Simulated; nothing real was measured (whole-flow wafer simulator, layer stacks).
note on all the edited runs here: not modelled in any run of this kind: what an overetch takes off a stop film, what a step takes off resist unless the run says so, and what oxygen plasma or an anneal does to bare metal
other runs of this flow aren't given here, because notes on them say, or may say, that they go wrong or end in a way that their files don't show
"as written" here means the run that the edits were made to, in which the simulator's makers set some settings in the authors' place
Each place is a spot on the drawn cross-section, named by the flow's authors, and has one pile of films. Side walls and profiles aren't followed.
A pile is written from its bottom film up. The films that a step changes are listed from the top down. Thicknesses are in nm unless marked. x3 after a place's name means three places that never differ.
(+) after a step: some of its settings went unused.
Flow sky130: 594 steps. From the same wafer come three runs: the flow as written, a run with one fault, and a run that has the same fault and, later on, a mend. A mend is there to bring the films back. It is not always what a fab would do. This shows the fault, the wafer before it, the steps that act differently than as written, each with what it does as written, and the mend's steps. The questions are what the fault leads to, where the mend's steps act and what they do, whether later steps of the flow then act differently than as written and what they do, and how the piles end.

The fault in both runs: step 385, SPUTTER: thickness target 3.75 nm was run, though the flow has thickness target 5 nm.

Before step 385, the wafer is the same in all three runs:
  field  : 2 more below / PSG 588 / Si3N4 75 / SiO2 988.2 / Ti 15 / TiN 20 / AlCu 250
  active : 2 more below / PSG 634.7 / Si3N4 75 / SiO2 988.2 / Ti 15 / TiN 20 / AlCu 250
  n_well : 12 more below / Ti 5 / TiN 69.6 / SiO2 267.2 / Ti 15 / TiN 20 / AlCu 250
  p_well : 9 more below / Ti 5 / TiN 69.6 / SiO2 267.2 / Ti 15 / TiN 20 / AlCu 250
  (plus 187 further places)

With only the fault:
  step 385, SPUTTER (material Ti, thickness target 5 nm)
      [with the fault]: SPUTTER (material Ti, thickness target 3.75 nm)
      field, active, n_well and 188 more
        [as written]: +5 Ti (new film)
        [with the fault]: +3.75 Ti (new film)
  Steps further on in the flow that do not act as written (4 other steps are not shown; they differ only slightly, by no more than 2% or 0.5 nm, whichever is larger):
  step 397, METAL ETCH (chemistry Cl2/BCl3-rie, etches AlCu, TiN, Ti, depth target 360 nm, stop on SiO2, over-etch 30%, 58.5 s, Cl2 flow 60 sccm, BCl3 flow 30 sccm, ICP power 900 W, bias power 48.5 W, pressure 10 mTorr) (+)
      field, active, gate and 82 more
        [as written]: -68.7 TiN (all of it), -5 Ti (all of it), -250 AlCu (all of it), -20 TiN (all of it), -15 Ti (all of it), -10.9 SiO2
        [with the fault]: -68.7 TiN (all of it), -3.75 Ti (all of it), -250 AlCu (all of it), -20 TiN (all of it), -15 Ti (all of it), -11.1 SiO2
  The piles end different from the flow's at n_well, p_well, gate_hv and 103 more by more than 2% or 0.5 nm, whichever is larger.
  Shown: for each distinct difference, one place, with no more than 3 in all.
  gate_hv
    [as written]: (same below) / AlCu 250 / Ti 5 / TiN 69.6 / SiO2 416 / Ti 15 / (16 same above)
    [with the fault]: (same below) / AlCu 250 / Ti 3.75 / TiN 69.6 / SiO2 417.3 / Ti 15 / (16 same above)
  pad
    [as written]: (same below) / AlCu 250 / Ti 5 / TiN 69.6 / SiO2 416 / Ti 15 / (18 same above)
    [with the fault]: (same below) / AlCu 250 / Ti 3.75 / TiN 69.6 / SiO2 417.3 / Ti 15 / (18 same above)
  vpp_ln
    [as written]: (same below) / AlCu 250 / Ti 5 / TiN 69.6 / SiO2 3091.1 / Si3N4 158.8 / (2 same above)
    [with the fault]: (same below) / AlCu 250 / Ti 3.75 / TiN 69.6 / SiO2 3092.4 / Si3N4 158.8 / (2 same above)

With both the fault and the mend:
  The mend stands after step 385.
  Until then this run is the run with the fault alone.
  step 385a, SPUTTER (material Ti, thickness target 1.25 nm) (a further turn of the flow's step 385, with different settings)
      field, active, n_well and 188 more
        +1.25 Ti
  None of the later steps of the flow acts differently than as written at any place that is followed.
  The piles end the same as the flow's at every place that both follow.
